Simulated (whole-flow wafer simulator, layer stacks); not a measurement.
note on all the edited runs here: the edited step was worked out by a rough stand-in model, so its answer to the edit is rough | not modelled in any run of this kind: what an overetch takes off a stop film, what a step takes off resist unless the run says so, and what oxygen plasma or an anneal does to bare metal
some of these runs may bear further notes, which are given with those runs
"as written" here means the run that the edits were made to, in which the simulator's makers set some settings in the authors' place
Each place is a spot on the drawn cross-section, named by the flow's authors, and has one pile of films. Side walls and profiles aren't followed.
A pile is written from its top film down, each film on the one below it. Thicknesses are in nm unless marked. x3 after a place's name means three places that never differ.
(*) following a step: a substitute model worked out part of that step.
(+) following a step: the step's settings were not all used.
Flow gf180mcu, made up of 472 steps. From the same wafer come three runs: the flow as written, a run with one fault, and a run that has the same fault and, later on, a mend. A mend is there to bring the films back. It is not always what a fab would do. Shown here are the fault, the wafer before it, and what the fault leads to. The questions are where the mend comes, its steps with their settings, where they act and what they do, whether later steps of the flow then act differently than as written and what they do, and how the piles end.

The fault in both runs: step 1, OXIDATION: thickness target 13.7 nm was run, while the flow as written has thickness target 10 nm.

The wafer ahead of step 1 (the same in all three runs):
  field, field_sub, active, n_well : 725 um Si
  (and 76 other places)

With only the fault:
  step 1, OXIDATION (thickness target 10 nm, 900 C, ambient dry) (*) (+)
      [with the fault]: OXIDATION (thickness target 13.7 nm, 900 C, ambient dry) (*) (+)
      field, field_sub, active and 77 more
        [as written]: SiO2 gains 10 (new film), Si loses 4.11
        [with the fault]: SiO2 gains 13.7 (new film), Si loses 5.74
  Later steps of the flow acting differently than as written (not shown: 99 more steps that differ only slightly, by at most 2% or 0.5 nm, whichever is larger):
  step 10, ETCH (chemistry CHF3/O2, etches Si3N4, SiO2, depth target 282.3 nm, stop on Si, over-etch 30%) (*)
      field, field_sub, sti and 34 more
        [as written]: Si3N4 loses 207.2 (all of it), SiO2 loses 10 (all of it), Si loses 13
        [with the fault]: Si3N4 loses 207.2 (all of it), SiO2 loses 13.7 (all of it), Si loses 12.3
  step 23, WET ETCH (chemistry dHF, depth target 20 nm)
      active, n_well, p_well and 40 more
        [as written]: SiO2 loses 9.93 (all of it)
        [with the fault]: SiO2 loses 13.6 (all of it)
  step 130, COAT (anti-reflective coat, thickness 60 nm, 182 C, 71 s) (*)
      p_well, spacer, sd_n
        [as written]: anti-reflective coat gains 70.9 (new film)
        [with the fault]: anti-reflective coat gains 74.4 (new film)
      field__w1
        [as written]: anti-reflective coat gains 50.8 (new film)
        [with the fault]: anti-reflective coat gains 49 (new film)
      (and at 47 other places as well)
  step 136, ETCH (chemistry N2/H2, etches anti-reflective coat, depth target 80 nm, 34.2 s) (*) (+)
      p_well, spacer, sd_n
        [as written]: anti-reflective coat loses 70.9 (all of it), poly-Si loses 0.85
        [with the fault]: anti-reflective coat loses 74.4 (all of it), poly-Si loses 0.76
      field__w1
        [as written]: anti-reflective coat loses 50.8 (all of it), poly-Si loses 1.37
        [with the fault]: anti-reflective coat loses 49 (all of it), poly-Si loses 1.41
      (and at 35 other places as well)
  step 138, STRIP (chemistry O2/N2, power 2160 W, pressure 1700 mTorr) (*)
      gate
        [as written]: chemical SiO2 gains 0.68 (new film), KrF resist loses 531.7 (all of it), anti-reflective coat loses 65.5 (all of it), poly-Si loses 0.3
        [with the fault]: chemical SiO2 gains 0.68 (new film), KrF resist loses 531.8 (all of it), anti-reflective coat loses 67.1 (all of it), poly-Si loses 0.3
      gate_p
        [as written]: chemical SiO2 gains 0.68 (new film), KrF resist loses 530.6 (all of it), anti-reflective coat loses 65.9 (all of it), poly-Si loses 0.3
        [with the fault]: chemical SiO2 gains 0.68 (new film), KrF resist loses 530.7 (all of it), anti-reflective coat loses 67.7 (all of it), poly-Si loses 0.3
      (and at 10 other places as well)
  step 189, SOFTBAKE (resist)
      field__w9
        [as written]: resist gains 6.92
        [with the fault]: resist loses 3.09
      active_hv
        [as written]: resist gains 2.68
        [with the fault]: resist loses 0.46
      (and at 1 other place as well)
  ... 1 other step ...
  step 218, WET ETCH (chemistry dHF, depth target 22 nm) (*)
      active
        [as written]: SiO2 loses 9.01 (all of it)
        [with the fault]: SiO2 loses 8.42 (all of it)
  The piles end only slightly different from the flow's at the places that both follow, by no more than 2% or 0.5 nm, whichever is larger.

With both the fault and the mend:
  The mend stands after step 1.
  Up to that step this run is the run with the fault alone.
  step 1a, WET ETCH (chemistry dHF, depth target 3.7 nm, 25 C, dilution 100:1)
      field, field_sub, active and 77 more
        SiO2 loses 3.7
  Later steps of the flow that are run all act as written at every place that is followed.
  The piles end only slightly different from the flow's at the places that both follow, by no more than 2% or 0.5 nm, whichever is larger.
